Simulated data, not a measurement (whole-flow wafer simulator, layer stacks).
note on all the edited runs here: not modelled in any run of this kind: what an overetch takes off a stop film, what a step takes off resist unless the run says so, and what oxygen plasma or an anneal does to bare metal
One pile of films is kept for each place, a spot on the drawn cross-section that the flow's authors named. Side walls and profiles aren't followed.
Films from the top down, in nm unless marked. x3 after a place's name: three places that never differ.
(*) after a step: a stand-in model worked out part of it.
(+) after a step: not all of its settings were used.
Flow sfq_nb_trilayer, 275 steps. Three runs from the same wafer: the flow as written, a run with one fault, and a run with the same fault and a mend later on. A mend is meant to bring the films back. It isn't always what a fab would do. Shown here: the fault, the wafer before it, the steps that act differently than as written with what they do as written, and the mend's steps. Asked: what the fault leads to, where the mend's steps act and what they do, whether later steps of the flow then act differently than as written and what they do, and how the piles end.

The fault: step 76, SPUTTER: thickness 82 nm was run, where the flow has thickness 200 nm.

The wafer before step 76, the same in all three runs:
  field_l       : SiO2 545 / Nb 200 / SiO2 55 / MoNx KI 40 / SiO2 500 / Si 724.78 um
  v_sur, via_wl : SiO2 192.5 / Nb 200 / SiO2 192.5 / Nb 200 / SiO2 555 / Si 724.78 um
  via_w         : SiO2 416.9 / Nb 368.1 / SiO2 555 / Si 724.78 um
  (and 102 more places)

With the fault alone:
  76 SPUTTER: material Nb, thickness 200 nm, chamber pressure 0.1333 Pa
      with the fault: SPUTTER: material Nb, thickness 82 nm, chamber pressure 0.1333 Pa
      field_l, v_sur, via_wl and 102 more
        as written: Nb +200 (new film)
        with the fault: Nb +82 (new film)
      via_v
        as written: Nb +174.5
        with the fault: Nb +72.2
  Later steps of the flow that act differently than as written (4 more steps differ only slightly, by at most 2% or 0.5 nm, whichever is larger, and aren't shown):
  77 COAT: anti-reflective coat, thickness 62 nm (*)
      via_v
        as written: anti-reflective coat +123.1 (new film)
        with the fault: anti-reflective coat +118.2 (new film)
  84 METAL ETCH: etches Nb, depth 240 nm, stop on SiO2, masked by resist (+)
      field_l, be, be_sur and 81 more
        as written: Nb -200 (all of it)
        with the fault: Nb -82 (all of it)
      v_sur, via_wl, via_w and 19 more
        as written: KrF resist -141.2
        with the fault: KrF resist -72.4
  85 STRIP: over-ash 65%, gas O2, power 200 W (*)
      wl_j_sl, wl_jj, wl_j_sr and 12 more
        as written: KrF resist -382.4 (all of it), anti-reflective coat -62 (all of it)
        with the fault: KrF resist -451.2 (all of it), anti-reflective coat -62 (all of it)
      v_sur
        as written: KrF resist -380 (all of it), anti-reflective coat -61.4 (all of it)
        with the fault: KrF resist -449.1 (all of it), anti-reflective coat -61.4 (all of it)
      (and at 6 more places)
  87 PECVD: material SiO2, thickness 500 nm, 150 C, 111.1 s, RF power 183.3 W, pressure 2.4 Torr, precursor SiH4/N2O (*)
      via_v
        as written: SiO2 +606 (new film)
        with the fault: SiO2 +577.3 (new film)
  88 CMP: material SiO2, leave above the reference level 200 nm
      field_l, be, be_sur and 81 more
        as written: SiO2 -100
        with the fault: SiO2 -218
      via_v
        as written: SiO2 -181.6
        with the fault: SiO2 -168.6
  At the end the piles differ from the flow's by more than 2% or 0.5 nm, whichever is larger, at field_l, v_sur, via_wl and 103 more.
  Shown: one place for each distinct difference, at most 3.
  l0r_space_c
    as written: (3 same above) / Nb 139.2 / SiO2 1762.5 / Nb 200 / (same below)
    with the fault: (3 same above) / Nb 139.2 / SiO2 1644.5 / Nb 200 / (same below)
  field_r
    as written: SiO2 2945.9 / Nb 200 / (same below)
    with the fault: SiO2 2827.9 / Nb 200 / (same below)
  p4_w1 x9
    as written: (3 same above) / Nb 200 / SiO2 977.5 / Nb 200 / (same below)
    with the fault: (3 same above) / Nb 200 / SiO2 859.5 / Nb 200 / (same below)

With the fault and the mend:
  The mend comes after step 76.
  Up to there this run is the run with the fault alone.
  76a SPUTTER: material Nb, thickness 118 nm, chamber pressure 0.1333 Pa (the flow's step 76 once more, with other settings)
      field_l, v_sur, via_wl and 102 more
        Nb +118
      via_v
        Nb +98.1
  No later step of the flow acts differently than as written, at any place that is followed, by more than 2% or 0.5 nm, whichever is larger.
  At the end the piles differ from the flow's only slightly at the places that both follow, by at most 2% or 0.5 nm, whichever is larger.
